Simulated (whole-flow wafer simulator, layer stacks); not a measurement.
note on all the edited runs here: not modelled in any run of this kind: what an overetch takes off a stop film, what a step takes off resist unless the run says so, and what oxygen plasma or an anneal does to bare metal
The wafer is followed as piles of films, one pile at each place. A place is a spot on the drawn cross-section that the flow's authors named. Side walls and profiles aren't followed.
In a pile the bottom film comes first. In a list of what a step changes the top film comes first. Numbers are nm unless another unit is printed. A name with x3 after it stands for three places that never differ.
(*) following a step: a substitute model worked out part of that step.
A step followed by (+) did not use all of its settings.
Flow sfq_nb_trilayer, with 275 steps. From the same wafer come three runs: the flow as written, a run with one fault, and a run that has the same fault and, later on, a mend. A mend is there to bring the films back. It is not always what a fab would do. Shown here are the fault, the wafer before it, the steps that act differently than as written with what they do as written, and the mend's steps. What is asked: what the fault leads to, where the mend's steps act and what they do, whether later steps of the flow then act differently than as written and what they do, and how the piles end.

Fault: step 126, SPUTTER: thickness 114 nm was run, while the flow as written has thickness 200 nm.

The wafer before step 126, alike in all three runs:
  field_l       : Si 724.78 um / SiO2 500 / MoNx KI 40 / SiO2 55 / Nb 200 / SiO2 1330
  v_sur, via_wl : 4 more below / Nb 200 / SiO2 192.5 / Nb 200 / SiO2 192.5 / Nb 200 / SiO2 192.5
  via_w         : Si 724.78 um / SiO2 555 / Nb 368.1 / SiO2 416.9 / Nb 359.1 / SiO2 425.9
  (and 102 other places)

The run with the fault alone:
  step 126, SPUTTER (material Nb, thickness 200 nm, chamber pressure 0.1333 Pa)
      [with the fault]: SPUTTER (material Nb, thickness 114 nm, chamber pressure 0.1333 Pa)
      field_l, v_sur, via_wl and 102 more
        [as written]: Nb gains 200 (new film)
        [with the fault]: Nb gains 114 (new film)
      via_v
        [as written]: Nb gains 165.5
        [with the fault]: Nb gains 94
  Steps further on in the flow that do not act as written (4 other steps are not shown; they differ only slightly, by no more than 2% or 0.5 nm, whichever is larger):
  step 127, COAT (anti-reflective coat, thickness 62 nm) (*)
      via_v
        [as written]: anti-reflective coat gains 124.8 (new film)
        [with the fault]: anti-reflective coat gains 120.3 (new film)
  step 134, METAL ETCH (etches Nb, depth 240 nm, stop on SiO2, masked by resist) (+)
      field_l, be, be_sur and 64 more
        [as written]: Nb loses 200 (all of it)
        [with the fault]: Nb loses 114 (all of it)
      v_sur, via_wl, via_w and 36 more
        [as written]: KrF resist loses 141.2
        [with the fault]: KrF resist loses 100.6
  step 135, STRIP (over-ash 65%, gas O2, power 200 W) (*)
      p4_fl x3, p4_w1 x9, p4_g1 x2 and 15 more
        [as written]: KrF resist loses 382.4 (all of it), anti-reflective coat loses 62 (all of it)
        [with the fault]: KrF resist loses 423 (all of it), anti-reflective coat loses 62 (all of it)
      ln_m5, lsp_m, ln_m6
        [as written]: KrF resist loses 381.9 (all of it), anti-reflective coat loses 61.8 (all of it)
        [with the fault]: KrF resist loses 422.5 (all of it), anti-reflective coat loses 61.8 (all of it)
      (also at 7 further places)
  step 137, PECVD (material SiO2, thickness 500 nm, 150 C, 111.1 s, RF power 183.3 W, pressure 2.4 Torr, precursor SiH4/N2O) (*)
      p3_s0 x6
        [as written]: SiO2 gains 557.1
        [with the fault]: SiO2 gains 500
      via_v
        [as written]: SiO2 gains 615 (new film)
        [with the fault]: SiO2 gains 591.6 (new film)
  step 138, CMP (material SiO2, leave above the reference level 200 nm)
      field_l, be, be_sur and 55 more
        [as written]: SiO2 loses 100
        [with the fault]: SiO2 loses 186
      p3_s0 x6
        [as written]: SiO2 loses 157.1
        [with the fault]: SiO2 loses 186
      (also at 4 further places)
  The piles end different from the flow's at field_l, v_sur, via_wl and 103 more by more than 2% or 0.5 nm, whichever is larger.
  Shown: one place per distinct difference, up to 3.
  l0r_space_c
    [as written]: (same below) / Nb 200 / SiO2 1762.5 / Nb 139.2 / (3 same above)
    [with the fault]: (same below) / Nb 200 / SiO2 1676.5 / Nb 139.2 / (3 same above)
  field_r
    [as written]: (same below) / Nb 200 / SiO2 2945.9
    [with the fault]: (same below) / Nb 200 / SiO2 2859.9
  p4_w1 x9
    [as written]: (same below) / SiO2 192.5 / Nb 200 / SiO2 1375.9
    [with the fault]: (same below) / SiO2 192.5 / Nb 114 / SiO2 1375.9

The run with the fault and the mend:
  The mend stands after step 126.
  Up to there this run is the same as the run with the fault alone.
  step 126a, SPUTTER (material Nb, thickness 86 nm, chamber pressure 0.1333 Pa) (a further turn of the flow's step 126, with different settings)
      field_l, v_sur, via_wl and 102 more
        Nb gains 86
      via_v
        Nb gains 69.1
  Later steps of the flow that are run all act as written at every place that is followed, up to a difference of at most 2% or 0.5 nm, whichever is larger.
  When the end is reached, the piles differ only a little from the flow's at the places that both follow, at most by 2% or 0.5 nm, whichever is larger.
